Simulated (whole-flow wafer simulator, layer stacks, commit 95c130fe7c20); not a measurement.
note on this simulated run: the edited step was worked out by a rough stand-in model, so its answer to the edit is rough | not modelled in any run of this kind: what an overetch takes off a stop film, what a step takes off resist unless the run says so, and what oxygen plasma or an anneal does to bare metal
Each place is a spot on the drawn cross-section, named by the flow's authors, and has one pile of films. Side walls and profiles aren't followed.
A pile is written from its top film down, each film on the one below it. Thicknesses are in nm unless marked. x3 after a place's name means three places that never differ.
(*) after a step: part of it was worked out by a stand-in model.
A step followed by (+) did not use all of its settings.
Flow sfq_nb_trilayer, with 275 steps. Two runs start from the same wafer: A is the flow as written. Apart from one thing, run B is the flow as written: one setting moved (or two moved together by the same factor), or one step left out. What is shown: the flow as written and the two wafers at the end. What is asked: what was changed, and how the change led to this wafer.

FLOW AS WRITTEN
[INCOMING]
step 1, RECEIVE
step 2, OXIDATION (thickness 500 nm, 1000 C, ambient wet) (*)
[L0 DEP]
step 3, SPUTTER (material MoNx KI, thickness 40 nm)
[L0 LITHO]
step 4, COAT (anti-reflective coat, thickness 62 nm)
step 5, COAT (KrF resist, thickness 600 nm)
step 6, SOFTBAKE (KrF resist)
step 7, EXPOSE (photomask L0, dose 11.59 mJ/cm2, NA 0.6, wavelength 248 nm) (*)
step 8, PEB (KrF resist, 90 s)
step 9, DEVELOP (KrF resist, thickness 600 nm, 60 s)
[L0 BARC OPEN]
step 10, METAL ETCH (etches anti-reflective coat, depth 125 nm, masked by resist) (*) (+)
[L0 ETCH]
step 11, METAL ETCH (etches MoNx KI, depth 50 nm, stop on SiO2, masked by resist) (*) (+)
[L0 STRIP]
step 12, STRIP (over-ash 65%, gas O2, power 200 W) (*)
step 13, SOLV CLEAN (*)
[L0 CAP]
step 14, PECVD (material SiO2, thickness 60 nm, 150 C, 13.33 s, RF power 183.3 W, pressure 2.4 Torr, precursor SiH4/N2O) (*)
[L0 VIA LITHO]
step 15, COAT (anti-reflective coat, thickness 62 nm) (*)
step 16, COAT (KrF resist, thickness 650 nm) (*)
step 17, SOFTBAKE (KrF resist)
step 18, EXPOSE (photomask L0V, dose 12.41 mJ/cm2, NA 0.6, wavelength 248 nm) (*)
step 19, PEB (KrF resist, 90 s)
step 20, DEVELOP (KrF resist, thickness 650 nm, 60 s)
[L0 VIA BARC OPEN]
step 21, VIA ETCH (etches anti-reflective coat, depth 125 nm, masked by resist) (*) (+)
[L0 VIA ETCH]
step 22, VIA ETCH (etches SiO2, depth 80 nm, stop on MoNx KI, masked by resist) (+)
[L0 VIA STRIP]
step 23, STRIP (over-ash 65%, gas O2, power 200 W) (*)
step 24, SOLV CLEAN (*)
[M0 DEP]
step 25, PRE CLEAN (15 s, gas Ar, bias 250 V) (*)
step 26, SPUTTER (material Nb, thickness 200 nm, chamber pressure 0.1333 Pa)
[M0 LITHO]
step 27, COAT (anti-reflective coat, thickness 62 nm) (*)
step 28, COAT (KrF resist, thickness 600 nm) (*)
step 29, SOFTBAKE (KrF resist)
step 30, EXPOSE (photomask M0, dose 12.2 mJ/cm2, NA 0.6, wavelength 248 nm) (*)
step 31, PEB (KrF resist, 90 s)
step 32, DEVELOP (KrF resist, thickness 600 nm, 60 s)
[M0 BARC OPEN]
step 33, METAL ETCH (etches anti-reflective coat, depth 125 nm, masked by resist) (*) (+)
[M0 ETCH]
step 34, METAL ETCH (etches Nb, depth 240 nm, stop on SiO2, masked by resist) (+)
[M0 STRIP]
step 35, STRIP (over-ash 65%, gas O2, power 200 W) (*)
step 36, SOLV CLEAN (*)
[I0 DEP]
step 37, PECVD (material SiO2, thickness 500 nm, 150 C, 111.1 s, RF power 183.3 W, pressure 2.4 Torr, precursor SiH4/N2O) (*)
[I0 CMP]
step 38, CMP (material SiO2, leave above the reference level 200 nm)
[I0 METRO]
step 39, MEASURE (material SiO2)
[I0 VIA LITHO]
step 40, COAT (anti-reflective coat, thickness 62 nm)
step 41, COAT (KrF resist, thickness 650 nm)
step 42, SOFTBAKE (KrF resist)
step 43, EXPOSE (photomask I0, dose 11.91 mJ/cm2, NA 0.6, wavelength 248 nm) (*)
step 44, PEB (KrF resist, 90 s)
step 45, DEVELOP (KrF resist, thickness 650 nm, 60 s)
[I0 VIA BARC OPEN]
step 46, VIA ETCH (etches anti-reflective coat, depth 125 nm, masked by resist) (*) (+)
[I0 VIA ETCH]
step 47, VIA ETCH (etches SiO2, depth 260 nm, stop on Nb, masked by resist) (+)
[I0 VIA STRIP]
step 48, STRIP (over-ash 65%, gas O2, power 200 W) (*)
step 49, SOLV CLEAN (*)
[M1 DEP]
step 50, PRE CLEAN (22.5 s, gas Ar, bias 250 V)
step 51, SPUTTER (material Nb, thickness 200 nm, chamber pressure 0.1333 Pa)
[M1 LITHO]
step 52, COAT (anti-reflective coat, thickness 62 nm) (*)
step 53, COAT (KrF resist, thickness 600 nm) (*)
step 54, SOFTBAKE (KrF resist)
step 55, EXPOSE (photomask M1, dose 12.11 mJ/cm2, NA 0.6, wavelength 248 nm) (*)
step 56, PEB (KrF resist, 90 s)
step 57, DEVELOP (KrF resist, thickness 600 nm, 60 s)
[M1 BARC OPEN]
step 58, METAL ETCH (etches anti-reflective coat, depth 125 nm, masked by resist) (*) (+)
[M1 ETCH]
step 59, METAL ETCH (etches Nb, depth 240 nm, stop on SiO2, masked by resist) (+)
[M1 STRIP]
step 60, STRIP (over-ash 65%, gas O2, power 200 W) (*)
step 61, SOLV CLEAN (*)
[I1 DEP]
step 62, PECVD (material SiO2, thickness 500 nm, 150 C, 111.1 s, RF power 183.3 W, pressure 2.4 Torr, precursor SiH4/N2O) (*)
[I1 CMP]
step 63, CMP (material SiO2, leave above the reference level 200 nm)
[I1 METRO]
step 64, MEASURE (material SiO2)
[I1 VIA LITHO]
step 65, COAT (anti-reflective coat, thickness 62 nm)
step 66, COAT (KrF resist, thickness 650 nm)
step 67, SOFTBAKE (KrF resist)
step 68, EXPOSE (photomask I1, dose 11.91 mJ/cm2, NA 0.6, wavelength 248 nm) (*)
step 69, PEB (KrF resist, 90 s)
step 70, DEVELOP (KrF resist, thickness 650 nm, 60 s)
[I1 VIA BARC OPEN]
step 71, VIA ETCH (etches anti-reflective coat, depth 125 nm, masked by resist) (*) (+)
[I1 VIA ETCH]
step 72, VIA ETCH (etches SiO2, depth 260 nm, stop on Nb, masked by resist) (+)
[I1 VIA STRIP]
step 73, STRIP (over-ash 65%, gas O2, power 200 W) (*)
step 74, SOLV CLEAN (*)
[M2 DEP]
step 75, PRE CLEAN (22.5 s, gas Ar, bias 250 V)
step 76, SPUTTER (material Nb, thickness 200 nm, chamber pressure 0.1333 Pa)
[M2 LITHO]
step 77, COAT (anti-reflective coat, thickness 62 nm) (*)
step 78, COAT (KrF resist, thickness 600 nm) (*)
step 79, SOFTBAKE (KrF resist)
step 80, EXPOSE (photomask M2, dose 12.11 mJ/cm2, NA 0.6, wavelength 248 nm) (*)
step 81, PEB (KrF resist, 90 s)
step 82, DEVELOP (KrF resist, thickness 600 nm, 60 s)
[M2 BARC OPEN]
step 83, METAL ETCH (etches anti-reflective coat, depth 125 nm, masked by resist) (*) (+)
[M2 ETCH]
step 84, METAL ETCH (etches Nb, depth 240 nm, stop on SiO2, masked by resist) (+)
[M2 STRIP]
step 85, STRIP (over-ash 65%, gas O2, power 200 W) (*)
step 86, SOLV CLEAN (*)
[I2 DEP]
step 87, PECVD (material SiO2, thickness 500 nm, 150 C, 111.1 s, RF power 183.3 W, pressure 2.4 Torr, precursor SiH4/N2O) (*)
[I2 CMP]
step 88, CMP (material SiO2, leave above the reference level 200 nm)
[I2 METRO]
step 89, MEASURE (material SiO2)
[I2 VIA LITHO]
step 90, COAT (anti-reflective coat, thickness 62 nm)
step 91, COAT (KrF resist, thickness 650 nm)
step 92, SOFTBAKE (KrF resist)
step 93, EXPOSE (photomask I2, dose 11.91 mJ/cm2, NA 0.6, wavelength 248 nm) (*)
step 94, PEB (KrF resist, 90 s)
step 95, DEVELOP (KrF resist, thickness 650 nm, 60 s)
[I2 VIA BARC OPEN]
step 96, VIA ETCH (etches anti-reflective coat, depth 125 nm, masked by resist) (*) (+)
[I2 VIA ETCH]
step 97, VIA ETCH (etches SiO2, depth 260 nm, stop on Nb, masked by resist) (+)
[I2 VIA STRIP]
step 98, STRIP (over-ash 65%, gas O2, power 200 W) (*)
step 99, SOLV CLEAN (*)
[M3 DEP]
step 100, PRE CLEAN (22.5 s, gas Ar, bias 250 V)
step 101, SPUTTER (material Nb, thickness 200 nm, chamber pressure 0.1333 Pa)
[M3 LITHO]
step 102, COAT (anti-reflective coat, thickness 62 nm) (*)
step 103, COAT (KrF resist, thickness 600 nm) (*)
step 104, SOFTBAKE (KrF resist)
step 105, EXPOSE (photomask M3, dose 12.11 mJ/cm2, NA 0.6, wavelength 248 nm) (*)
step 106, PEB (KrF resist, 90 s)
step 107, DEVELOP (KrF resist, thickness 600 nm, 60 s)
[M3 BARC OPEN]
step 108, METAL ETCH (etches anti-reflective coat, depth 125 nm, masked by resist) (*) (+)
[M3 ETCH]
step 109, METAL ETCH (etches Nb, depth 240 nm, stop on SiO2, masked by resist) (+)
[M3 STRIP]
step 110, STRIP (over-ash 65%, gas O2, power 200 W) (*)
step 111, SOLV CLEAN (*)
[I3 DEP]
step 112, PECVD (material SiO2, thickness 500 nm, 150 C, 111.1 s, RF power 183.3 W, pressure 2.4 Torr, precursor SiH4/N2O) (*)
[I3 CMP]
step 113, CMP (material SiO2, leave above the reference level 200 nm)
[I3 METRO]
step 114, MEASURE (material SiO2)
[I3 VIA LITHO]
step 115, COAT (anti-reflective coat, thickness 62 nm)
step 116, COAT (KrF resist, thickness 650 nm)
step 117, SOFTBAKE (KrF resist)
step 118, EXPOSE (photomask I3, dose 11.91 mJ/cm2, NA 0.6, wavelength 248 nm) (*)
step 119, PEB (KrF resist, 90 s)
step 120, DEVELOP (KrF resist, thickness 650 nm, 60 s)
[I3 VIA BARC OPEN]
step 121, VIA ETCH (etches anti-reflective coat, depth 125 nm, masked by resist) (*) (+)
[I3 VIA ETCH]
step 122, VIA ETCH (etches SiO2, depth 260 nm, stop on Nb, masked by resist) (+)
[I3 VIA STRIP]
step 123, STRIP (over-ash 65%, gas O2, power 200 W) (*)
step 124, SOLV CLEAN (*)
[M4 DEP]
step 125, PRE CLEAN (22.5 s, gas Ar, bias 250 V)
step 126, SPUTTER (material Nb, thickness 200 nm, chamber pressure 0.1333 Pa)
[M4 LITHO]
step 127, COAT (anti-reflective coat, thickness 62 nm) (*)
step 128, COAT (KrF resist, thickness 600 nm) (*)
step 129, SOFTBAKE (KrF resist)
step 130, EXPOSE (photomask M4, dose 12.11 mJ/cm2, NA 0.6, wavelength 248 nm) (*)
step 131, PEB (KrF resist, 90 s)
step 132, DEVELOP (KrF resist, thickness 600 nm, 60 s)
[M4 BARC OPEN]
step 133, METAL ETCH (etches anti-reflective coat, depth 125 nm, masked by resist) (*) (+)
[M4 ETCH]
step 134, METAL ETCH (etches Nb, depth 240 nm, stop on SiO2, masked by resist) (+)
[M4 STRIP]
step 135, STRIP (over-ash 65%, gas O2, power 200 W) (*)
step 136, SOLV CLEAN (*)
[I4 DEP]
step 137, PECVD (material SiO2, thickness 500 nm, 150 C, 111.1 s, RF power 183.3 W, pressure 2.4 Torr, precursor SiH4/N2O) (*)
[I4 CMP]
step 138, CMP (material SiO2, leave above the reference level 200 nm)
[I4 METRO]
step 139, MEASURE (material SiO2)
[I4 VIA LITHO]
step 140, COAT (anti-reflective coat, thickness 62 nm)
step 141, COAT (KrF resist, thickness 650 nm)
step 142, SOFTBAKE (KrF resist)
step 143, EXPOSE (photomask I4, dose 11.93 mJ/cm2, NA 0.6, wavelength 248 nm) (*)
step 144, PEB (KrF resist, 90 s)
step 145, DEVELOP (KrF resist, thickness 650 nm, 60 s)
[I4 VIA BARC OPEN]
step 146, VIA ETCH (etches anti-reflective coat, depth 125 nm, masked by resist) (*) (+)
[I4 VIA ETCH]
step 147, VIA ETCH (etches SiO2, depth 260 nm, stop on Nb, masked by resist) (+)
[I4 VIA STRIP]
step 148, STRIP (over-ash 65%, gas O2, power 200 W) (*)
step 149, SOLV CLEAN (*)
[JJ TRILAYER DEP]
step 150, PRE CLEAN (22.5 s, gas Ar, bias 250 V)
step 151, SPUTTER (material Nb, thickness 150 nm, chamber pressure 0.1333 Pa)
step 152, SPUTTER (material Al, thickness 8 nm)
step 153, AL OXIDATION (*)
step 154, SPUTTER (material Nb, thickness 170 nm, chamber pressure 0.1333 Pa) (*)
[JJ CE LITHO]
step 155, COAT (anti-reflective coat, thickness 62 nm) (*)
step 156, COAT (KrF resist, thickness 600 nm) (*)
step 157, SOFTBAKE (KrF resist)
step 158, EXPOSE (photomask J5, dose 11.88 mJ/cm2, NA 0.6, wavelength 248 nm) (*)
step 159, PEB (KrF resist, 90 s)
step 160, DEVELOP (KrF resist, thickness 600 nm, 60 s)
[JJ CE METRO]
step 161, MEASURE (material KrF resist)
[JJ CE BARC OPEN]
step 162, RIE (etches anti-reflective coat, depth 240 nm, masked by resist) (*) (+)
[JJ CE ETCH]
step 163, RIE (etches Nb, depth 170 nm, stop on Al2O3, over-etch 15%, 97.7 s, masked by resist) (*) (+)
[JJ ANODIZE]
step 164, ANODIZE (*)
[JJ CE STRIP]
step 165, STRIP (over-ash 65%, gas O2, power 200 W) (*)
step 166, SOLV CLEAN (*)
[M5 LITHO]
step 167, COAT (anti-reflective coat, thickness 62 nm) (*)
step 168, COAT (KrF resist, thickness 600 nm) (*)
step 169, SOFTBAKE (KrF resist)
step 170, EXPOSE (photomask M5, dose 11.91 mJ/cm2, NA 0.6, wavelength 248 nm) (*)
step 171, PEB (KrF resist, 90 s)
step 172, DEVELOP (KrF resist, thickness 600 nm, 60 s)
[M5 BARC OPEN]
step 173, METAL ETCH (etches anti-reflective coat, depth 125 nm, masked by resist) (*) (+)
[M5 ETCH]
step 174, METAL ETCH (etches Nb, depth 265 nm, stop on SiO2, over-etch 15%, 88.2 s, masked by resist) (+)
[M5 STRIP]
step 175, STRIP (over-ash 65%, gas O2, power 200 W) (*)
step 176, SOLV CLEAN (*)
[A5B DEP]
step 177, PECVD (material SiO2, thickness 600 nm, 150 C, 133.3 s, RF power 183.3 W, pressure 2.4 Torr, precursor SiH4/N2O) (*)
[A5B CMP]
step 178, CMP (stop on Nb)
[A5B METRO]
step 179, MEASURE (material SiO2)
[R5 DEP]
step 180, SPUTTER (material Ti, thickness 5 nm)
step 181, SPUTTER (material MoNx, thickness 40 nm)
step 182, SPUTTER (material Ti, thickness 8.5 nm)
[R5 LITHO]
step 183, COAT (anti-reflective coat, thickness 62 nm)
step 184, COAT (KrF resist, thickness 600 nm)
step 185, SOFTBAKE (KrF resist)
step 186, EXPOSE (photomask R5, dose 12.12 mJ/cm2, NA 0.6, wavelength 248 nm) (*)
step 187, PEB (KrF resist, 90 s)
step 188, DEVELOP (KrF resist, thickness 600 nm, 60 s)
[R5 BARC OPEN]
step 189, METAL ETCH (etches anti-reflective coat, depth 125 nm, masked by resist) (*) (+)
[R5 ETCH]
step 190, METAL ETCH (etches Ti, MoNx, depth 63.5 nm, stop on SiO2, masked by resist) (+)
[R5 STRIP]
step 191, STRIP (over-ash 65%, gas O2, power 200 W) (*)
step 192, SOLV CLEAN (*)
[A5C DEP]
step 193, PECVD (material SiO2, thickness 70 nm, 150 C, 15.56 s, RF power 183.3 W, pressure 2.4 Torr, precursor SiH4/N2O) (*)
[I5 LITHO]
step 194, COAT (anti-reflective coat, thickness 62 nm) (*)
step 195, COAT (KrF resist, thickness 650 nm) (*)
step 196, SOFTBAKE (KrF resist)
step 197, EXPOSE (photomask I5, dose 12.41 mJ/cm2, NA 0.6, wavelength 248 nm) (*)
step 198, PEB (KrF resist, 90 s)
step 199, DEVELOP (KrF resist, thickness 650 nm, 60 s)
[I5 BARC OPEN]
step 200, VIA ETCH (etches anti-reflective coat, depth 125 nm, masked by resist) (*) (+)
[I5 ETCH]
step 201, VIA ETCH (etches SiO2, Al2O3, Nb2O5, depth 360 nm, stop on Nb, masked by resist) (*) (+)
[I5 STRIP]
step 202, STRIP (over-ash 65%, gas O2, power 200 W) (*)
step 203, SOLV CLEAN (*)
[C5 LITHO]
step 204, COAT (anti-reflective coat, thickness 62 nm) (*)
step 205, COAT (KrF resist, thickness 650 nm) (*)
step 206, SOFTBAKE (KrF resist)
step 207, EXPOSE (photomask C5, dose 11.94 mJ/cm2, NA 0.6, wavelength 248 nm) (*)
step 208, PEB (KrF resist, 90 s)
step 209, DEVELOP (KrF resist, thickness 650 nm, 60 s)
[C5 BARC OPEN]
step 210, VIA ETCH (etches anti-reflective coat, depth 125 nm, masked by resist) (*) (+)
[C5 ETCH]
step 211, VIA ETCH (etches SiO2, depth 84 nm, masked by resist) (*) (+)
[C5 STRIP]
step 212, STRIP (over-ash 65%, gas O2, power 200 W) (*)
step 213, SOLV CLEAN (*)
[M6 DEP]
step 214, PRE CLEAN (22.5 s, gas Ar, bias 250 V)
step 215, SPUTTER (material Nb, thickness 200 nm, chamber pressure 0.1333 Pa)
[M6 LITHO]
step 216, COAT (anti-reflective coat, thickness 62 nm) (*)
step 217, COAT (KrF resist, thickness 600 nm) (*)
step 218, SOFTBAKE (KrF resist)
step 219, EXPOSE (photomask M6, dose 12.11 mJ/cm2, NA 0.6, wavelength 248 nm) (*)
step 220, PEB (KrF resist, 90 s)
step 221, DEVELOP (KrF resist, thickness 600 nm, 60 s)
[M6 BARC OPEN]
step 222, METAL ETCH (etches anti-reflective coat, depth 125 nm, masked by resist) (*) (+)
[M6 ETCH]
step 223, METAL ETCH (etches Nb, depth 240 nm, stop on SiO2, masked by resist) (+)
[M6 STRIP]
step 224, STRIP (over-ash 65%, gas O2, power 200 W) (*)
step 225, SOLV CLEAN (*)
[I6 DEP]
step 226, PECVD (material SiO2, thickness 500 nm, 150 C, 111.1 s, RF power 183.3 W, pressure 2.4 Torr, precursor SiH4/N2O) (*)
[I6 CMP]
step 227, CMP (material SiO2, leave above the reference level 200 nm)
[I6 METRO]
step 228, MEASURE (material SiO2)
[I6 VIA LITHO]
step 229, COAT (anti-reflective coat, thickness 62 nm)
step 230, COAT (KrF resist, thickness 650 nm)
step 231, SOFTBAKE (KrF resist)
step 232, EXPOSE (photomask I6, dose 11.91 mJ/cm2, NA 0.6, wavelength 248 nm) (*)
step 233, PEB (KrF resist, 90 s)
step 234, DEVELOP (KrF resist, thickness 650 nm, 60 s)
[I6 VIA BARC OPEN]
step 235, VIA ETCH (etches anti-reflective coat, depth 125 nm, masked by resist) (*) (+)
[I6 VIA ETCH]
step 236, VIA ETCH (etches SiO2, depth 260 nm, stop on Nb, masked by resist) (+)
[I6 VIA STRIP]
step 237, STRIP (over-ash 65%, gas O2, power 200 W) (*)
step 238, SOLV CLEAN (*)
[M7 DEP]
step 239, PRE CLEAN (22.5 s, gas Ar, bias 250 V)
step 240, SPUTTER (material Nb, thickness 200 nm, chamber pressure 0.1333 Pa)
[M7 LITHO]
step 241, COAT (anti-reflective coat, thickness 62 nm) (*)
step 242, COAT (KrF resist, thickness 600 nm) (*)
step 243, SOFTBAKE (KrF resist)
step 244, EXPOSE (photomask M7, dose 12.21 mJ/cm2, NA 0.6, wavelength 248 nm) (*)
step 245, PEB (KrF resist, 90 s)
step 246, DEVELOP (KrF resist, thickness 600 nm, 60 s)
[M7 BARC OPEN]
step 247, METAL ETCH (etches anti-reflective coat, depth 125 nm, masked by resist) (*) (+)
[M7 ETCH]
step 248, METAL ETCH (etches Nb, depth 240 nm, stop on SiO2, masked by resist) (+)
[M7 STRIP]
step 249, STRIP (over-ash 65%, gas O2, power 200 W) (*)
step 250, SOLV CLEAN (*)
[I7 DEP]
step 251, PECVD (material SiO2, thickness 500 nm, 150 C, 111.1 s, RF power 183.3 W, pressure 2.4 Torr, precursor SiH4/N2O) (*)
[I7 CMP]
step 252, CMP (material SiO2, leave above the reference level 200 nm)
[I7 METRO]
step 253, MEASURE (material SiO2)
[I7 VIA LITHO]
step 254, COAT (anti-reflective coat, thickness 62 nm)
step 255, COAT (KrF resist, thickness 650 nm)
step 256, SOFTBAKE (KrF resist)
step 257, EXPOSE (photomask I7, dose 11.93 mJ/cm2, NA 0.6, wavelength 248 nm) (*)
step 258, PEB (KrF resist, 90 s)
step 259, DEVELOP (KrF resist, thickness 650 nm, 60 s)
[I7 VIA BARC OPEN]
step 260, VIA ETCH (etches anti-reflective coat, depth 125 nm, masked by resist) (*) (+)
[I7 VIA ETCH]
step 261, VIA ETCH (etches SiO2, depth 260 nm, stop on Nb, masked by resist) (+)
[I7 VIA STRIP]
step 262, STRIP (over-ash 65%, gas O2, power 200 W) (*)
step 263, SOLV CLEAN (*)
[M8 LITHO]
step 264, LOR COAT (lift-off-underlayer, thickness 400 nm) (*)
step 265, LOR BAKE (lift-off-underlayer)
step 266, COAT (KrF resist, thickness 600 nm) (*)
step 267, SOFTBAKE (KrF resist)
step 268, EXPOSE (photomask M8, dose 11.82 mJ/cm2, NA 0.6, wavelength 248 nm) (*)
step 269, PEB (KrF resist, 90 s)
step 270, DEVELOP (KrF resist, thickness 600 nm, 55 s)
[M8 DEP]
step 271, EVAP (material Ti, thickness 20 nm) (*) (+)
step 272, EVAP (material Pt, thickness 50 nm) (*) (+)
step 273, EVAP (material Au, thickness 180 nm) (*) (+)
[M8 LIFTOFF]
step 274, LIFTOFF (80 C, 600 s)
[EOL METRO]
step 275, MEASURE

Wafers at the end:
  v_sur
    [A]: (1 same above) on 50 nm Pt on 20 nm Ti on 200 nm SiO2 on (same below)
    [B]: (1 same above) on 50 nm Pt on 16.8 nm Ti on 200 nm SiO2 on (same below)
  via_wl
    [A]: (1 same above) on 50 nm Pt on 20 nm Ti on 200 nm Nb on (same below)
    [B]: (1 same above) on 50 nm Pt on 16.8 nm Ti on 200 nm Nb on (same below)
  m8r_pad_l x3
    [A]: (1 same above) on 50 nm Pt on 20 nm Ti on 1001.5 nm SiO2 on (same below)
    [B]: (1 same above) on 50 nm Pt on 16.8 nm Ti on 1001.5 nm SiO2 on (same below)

What caused this: step 271, EVAP: thickness 16.8 nm was run, while the flow as written has thickness 20 nm.
The wafer itself shows it: v_sur has Ti 16.8, and step 271 as written asks for 20 nm.

The path from the change to this, step by step:
  step 271, EVAP (material Ti, thickness 20 nm) (*) (+)
      field_l, v_sur, via_wl and 103 more: A Ti gains 20 (new film) | B Ti gains 16.8 (new film)
  step 274, LIFTOFF (80 C, 600 s)
      p4_fl x3, p4_w1 x9, p4_g1 x2 and 60 more: A Au loses 180 (all of it), Pt loses 50 (all of it), Ti loses 20 (all of it), KrF resist loses 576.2 (all of it), lift-off-underlayer loses 400 (all of it) | B Au loses 180 (all of it), Pt loses 50 (all of it), Ti loses 16.8 (all of it), KrF resist loses 576.2 (all of it), lift-off-underlayer loses 400 (all of it)
      c5j, ce_r: A Au loses 180 (all of it), Pt loses 50 (all of it), Ti loses 20 (all of it), KrF resist loses 573.3 (all of it), lift-off-underlayer loses 399.3 (all of it) | B Au loses 180 (all of it), Pt loses 50 (all of it), Ti loses 16.8 (all of it), KrF resist loses 573.3 (all of it), lift-off-underlayer loses 399.3 (all of it)
      (also at 19 further places)
